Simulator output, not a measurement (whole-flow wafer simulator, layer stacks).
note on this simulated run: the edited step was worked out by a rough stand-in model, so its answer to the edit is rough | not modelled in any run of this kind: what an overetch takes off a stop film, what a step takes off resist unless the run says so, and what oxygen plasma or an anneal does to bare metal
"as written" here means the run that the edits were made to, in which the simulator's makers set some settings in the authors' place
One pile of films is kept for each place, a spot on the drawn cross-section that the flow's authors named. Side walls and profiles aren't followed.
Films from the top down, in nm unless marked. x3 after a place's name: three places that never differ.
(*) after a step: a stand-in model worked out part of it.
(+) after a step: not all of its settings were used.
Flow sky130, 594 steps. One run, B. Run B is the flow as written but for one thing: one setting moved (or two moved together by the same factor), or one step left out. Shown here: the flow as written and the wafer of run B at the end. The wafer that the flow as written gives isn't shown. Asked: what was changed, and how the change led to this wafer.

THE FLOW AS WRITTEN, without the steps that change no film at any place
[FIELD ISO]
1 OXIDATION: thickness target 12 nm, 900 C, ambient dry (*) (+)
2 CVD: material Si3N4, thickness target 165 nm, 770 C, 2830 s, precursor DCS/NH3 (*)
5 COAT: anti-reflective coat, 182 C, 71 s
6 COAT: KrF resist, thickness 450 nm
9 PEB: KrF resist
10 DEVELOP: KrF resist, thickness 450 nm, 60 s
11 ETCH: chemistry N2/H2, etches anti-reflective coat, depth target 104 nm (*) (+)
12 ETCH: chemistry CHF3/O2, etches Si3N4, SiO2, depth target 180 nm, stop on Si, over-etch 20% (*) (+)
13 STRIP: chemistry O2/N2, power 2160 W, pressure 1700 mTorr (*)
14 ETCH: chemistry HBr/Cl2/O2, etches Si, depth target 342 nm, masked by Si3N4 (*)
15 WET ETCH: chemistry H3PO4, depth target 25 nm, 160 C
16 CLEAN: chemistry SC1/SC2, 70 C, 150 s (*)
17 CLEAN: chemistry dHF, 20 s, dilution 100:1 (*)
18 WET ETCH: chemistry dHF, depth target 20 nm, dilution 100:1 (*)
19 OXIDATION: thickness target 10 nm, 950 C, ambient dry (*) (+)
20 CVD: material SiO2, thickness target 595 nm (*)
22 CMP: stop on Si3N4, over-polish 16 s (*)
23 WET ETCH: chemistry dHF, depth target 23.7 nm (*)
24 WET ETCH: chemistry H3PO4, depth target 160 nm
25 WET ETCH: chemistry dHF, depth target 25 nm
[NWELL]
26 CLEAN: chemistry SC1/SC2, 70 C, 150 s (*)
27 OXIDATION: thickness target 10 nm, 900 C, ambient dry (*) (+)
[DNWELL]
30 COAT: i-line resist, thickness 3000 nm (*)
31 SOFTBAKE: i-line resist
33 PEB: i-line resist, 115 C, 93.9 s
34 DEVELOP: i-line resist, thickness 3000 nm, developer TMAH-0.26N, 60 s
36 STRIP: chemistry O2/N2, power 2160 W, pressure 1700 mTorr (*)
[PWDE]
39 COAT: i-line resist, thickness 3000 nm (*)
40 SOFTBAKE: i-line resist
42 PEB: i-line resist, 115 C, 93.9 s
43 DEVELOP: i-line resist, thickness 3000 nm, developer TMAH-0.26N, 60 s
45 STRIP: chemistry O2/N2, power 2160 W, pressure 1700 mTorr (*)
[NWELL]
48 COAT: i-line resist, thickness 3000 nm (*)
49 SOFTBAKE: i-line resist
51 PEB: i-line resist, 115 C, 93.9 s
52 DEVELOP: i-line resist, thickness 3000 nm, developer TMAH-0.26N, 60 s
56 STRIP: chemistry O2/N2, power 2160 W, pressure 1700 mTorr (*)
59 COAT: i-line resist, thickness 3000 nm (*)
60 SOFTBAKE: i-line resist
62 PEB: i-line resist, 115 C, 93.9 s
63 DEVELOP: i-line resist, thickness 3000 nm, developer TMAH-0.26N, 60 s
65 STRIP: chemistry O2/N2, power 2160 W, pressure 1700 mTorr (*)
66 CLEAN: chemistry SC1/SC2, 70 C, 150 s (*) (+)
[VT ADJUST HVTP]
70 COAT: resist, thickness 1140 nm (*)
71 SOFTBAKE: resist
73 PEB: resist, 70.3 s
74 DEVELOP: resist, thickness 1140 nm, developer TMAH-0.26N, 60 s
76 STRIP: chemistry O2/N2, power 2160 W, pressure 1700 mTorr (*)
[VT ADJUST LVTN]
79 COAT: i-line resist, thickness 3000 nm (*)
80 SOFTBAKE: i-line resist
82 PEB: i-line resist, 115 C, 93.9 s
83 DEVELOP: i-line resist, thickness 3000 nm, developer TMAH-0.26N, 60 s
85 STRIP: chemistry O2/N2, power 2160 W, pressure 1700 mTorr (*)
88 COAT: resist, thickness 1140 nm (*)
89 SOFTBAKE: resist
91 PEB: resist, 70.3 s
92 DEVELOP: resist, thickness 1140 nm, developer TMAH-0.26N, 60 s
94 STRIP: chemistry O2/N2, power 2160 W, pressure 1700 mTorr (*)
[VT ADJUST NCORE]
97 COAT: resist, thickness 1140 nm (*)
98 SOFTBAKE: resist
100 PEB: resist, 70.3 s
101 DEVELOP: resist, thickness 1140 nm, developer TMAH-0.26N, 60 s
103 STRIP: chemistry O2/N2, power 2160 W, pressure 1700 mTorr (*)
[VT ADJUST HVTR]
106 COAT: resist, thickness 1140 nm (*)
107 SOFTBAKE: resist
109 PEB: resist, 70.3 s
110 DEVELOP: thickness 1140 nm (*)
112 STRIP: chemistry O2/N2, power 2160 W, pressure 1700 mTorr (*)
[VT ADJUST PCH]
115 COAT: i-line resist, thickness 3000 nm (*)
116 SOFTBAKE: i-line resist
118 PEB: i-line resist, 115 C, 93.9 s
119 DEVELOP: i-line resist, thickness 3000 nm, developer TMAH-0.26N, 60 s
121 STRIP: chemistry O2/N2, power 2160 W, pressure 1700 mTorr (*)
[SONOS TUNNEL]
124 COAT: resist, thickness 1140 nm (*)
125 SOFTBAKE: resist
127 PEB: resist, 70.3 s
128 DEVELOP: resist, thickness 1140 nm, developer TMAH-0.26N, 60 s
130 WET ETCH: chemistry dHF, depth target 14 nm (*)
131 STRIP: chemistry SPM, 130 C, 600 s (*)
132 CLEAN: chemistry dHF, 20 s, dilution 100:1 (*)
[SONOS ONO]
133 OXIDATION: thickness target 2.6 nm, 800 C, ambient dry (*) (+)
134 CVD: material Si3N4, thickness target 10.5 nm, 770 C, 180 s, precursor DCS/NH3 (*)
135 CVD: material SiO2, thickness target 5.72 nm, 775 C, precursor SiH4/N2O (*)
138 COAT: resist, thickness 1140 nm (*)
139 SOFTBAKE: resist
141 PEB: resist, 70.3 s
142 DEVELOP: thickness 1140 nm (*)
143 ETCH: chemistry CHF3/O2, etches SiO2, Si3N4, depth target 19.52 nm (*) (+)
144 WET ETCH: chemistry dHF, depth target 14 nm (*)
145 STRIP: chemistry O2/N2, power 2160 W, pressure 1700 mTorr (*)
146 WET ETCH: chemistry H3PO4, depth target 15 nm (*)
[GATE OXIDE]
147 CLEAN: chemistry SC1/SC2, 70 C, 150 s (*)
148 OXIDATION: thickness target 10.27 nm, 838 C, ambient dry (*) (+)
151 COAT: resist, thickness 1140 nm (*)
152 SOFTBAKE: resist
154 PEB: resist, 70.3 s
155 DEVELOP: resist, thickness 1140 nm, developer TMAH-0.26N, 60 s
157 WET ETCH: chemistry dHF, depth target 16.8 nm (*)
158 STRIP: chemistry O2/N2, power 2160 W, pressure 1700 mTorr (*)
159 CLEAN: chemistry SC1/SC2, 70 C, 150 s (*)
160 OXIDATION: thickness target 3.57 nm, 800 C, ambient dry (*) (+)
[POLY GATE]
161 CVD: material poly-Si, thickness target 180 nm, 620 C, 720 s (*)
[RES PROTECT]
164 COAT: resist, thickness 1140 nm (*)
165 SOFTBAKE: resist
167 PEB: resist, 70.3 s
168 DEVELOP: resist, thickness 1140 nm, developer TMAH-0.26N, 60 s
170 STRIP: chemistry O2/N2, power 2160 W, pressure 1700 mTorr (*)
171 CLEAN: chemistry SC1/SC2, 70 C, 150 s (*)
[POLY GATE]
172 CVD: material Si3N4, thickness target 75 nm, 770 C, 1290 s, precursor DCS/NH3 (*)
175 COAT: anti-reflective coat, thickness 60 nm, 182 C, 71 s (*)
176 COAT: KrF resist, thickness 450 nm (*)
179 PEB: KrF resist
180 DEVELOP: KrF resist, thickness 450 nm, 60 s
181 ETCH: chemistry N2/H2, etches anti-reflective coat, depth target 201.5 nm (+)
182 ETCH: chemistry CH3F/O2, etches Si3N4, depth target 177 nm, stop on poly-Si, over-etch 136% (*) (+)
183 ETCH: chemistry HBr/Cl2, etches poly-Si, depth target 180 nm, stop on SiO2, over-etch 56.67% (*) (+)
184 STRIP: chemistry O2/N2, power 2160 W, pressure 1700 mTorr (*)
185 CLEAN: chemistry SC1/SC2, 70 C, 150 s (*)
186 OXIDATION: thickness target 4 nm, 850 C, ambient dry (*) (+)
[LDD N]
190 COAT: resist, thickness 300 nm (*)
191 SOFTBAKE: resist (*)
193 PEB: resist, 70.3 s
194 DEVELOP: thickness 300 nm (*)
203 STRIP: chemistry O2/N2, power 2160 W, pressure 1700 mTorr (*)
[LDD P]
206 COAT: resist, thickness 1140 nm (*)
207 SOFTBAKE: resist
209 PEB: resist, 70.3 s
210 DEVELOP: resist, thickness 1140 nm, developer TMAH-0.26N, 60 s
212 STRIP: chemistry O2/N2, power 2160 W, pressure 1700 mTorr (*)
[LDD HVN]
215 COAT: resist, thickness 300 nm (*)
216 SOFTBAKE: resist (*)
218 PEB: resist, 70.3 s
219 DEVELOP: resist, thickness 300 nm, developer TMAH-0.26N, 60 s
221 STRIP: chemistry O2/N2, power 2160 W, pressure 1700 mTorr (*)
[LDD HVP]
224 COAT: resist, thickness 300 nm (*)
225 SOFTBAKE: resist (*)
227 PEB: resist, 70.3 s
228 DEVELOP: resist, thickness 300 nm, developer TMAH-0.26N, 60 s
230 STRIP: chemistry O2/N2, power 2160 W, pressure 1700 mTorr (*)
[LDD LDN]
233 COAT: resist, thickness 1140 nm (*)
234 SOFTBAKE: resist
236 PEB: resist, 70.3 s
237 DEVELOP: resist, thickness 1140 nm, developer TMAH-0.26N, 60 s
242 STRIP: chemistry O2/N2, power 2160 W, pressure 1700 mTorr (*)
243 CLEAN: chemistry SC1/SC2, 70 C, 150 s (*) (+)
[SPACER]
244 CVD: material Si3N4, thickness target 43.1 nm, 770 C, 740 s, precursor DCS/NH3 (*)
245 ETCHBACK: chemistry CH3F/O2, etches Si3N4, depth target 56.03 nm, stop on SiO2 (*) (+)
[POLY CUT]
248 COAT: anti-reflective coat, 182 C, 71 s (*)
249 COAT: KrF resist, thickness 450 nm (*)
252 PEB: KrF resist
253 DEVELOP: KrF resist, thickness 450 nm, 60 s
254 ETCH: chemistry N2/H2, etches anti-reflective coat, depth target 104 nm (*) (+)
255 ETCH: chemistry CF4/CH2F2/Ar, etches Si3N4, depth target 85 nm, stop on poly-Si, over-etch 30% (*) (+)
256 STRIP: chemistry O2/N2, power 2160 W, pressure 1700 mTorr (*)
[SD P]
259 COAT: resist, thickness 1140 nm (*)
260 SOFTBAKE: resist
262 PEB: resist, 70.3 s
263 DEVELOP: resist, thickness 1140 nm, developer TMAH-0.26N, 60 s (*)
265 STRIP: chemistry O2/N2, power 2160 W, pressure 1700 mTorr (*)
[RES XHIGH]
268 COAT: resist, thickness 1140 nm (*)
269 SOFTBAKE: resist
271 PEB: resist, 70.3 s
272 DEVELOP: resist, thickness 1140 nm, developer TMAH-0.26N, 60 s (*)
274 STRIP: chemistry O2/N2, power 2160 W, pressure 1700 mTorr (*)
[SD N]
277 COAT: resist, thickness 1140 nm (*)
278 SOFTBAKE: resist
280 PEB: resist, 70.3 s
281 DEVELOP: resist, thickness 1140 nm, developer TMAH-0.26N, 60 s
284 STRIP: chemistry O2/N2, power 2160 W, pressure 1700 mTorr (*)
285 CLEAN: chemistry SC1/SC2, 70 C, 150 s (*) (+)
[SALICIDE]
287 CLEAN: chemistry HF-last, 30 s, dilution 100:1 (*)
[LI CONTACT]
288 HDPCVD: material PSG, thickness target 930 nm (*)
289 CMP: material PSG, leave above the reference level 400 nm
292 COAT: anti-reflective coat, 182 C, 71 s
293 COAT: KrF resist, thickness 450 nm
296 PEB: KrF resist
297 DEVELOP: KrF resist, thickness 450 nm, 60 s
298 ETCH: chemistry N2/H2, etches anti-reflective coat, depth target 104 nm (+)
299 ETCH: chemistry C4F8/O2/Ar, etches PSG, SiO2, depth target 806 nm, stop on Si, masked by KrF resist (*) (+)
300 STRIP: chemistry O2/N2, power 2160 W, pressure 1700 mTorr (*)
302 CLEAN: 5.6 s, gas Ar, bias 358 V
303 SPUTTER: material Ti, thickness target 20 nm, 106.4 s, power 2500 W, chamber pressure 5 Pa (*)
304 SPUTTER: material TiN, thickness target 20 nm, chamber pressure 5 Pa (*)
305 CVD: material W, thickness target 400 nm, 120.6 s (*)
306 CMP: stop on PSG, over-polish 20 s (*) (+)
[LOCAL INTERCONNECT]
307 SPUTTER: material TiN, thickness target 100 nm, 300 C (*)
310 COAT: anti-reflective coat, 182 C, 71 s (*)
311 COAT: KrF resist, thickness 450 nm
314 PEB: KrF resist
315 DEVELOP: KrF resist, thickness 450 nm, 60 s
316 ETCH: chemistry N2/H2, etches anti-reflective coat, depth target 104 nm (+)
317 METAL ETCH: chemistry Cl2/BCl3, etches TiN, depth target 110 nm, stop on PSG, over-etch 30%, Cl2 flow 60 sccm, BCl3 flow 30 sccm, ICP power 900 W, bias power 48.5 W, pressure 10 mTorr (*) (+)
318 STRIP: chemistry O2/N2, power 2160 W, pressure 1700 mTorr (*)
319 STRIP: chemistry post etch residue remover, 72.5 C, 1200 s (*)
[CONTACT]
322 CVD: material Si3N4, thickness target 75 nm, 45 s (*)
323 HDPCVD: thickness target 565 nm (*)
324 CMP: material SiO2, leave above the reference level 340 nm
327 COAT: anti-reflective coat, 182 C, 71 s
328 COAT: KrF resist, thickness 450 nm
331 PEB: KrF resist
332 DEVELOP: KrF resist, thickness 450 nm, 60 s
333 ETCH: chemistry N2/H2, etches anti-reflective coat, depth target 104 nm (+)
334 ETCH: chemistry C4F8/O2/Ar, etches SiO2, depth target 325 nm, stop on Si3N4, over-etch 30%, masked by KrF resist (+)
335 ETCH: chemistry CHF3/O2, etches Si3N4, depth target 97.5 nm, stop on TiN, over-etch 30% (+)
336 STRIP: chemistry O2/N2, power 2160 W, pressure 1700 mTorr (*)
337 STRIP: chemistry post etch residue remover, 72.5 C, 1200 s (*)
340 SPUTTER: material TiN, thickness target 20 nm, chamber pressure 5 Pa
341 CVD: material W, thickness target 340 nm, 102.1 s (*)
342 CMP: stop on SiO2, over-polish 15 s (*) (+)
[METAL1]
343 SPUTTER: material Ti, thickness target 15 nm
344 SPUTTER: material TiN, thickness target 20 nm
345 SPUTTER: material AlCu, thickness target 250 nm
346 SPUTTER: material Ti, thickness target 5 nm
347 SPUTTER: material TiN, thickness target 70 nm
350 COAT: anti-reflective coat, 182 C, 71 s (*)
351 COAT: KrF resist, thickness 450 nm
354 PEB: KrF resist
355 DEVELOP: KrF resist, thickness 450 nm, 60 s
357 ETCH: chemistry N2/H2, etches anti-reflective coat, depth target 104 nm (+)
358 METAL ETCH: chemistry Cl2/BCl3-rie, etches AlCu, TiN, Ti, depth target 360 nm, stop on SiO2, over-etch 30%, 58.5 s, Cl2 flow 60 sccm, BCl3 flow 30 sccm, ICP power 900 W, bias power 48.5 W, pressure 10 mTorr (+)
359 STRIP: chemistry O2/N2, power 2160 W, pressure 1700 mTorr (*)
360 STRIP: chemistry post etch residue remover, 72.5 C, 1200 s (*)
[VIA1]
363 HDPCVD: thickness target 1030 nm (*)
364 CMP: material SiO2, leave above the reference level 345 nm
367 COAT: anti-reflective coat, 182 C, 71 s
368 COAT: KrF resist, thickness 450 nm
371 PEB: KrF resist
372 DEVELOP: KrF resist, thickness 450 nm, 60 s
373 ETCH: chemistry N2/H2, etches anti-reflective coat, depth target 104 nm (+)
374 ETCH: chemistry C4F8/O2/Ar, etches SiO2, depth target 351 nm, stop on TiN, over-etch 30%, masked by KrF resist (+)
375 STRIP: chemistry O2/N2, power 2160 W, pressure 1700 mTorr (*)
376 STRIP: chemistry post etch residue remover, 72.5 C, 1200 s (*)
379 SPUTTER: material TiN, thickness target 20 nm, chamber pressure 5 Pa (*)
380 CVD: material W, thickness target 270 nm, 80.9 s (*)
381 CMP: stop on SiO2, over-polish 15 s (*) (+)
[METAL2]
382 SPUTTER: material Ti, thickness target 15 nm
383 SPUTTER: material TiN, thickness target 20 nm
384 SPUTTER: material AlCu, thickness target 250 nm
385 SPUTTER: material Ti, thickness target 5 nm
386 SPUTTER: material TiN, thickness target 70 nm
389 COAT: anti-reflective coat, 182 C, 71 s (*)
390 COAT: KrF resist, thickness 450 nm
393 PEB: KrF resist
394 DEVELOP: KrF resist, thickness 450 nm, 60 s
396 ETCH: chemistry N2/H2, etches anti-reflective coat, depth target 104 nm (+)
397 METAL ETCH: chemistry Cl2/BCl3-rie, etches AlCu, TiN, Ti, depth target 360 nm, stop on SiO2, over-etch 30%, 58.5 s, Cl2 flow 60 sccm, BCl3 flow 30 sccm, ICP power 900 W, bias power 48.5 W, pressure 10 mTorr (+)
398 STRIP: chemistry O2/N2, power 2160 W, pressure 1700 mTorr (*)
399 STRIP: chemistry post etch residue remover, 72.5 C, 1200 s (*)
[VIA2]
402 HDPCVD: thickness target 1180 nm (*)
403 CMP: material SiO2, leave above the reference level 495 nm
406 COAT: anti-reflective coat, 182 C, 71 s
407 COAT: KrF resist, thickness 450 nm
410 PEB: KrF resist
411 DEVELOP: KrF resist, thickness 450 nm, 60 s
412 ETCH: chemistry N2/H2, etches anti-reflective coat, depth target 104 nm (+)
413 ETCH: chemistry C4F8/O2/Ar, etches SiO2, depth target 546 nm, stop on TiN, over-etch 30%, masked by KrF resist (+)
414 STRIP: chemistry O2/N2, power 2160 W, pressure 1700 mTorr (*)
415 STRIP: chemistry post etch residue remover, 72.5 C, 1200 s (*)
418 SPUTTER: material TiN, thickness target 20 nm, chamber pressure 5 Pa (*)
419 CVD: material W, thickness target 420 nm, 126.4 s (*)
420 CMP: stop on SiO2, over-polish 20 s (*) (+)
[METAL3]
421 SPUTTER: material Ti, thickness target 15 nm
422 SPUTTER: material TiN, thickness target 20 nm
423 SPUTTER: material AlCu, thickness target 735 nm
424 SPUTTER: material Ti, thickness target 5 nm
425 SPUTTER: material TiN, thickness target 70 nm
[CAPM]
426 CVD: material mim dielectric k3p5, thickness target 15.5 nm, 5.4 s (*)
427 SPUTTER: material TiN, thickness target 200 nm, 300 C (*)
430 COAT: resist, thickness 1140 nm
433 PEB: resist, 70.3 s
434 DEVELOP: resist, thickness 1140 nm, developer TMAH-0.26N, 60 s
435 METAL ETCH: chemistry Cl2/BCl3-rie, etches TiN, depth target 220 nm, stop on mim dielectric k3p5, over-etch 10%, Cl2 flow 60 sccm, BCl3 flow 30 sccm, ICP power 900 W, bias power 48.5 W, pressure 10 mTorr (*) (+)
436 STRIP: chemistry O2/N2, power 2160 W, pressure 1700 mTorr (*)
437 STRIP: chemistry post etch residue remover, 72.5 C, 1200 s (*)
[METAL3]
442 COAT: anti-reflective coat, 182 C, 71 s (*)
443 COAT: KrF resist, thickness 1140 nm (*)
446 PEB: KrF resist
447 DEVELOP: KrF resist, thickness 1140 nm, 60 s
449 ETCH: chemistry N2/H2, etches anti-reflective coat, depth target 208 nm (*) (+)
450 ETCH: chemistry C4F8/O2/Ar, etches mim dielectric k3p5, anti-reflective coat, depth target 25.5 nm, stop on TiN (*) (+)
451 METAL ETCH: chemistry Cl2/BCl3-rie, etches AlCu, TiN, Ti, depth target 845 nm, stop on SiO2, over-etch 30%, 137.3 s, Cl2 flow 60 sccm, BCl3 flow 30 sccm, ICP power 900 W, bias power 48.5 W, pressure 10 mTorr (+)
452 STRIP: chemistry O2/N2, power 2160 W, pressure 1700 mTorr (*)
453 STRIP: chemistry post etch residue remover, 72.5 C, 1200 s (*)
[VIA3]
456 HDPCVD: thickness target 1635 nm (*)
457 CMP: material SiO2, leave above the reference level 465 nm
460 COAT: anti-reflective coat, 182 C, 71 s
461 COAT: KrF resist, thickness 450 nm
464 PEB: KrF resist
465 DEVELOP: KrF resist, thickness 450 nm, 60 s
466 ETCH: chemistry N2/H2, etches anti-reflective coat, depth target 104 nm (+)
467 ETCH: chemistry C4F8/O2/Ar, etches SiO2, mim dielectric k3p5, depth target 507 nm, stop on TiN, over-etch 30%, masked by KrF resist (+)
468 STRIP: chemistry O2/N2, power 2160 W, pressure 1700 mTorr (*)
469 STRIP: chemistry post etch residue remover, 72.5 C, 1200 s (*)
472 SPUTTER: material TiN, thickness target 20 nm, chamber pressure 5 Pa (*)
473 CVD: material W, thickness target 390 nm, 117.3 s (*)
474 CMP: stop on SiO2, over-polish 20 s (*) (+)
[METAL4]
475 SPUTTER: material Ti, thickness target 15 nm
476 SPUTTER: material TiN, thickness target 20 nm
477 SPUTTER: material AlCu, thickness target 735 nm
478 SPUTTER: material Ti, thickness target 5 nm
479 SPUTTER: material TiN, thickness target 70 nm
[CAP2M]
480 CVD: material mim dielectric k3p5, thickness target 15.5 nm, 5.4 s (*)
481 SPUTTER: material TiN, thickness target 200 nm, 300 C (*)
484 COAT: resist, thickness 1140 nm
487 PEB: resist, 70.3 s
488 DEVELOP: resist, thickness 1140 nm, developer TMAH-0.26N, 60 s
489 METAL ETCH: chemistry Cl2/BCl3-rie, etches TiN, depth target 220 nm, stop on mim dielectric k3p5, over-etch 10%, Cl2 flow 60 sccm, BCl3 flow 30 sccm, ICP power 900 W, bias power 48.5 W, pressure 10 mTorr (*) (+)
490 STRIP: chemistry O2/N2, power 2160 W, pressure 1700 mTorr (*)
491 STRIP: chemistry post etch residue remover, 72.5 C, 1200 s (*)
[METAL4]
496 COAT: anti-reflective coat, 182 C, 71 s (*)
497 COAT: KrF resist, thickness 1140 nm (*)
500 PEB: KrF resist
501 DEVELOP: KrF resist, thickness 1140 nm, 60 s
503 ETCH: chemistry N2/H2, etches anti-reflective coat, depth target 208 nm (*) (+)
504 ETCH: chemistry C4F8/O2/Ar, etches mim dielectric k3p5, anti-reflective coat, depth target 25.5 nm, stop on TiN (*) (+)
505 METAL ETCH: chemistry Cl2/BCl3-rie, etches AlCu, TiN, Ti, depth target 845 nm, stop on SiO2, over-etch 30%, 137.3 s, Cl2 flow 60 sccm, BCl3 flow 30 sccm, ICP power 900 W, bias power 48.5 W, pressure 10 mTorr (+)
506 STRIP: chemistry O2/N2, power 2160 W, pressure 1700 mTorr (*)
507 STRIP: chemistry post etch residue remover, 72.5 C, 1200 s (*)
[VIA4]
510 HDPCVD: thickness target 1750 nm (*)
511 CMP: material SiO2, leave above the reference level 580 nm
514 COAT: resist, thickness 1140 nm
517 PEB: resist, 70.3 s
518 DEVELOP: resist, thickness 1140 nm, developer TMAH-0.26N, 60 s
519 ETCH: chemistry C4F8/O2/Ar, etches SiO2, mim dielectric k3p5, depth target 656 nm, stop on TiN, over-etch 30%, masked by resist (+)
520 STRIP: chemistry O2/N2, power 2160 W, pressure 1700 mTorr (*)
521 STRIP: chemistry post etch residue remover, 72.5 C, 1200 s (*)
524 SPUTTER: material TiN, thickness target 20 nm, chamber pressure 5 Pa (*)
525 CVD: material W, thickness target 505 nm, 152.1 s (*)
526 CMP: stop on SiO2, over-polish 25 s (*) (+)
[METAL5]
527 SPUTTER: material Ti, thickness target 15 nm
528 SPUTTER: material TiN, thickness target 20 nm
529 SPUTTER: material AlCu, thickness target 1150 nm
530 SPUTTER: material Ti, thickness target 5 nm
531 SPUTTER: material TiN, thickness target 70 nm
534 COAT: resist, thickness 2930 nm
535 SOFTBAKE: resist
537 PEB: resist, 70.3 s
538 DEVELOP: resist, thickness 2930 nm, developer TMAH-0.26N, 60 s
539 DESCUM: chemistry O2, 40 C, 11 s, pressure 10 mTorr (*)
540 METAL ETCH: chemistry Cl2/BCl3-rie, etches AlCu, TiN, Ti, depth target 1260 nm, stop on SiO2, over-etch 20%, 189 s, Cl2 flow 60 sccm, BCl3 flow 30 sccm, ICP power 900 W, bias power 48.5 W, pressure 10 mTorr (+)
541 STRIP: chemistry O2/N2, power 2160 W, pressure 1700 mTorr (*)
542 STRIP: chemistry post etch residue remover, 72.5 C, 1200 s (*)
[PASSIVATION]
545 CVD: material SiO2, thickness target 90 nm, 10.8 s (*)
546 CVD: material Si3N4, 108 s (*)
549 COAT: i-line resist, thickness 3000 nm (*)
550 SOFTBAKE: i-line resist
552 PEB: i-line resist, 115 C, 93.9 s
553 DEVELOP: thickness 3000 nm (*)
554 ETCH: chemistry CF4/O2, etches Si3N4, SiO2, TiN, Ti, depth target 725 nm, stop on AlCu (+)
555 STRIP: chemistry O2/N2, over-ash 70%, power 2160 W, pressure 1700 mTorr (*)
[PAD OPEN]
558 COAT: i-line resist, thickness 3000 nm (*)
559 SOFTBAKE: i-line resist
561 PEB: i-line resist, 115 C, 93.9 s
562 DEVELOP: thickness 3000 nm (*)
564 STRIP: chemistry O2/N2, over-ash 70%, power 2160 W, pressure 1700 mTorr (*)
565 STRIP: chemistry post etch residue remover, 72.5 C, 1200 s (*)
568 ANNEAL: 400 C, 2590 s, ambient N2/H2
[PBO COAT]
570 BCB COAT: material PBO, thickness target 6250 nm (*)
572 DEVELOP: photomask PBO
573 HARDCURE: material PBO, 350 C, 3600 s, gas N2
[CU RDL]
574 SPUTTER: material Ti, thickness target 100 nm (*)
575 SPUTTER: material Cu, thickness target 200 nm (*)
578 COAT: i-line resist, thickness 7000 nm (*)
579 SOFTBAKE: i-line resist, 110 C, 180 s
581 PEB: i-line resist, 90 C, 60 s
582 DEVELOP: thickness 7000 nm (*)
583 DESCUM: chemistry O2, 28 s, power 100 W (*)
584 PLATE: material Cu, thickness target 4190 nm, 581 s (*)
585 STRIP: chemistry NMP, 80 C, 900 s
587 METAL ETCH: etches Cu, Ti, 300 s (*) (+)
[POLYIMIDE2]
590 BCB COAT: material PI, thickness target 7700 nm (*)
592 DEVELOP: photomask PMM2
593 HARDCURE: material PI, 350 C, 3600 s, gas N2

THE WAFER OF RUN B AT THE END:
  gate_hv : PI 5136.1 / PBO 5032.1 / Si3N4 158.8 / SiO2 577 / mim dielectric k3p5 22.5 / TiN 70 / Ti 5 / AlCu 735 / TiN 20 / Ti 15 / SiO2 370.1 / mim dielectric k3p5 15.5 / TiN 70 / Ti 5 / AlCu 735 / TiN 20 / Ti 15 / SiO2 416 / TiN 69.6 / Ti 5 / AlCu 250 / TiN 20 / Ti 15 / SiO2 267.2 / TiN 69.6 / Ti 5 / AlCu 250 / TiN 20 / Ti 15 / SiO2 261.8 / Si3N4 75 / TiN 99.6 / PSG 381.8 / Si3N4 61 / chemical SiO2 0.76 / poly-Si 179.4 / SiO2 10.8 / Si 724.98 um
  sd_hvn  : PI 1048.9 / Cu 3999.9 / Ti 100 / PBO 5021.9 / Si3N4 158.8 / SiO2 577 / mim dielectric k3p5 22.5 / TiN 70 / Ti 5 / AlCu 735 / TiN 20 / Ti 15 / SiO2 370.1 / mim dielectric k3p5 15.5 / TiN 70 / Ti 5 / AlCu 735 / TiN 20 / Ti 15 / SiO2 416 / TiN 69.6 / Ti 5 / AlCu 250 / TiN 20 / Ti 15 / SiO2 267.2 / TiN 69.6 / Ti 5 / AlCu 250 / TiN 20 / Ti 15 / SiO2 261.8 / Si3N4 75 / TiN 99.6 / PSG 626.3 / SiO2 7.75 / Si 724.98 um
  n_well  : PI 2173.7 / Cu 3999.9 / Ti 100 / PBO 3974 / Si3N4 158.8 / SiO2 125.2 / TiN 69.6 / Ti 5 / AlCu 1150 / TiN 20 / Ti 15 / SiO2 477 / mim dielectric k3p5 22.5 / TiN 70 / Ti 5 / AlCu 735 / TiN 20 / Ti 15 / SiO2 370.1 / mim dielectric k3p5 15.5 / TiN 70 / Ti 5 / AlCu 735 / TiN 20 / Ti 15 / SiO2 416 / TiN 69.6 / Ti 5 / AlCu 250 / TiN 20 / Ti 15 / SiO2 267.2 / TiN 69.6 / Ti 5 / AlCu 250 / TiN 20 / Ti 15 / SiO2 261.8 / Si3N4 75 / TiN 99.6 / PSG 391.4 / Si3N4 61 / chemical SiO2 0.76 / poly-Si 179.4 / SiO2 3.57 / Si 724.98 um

The cause: step 480, CVD: thickness target 22.5 nm was run, where the flow has thickness target 15.5 nm; step 480, CVD: 7.83 s was run, where the flow has 5.4 s.
It can be read off the wafer: gate_hv has mim dielectric k3p5 22.5, and step 480 as written asks for 15.5 nm.

How the change led to this, step by step:
  480 CVD: material mim dielectric k3p5, thickness target 15.5 nm, 5.4 s (*)
      field, active, n_well and 189 more: mim dielectric k3p5 +22.5 (new film) (as written it would be: mim dielectric k3p5 +15.5 (new film))
  504 ETCH: chemistry C4F8/O2/Ar, etches mim dielectric k3p5, anti-reflective coat, depth target 25.5 nm, stop on TiN (*) (+)
      n_well, p_well, gate_hv and 102 more: KrF resist -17 (as written it would be: KrF resist -15.5)
      field, active, gate and 85 more: mim dielectric k3p5 -22.5 (all of it) (as written it would be: mim dielectric k3p5 -15.5 (all of it))
  519 ETCH: chemistry C4F8/O2/Ar, etches SiO2, mim dielectric k3p5, depth target 656 nm, stop on TiN, over-etch 30%, masked by resist (+)
      m1: SiO2 -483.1 (all of it), mim dielectric k3p5 -22.5 (all of it) (as written it would be: SiO2 -490.1 (all of it), mim dielectric k3p5 -15.5 (all of it))
      via4_hole: SiO2 -482.5 (all of it), mim dielectric k3p5 -22.5 (all of it) (as written it would be: SiO2 -489.5 (all of it), mim dielectric k3p5 -15.5 (all of it))
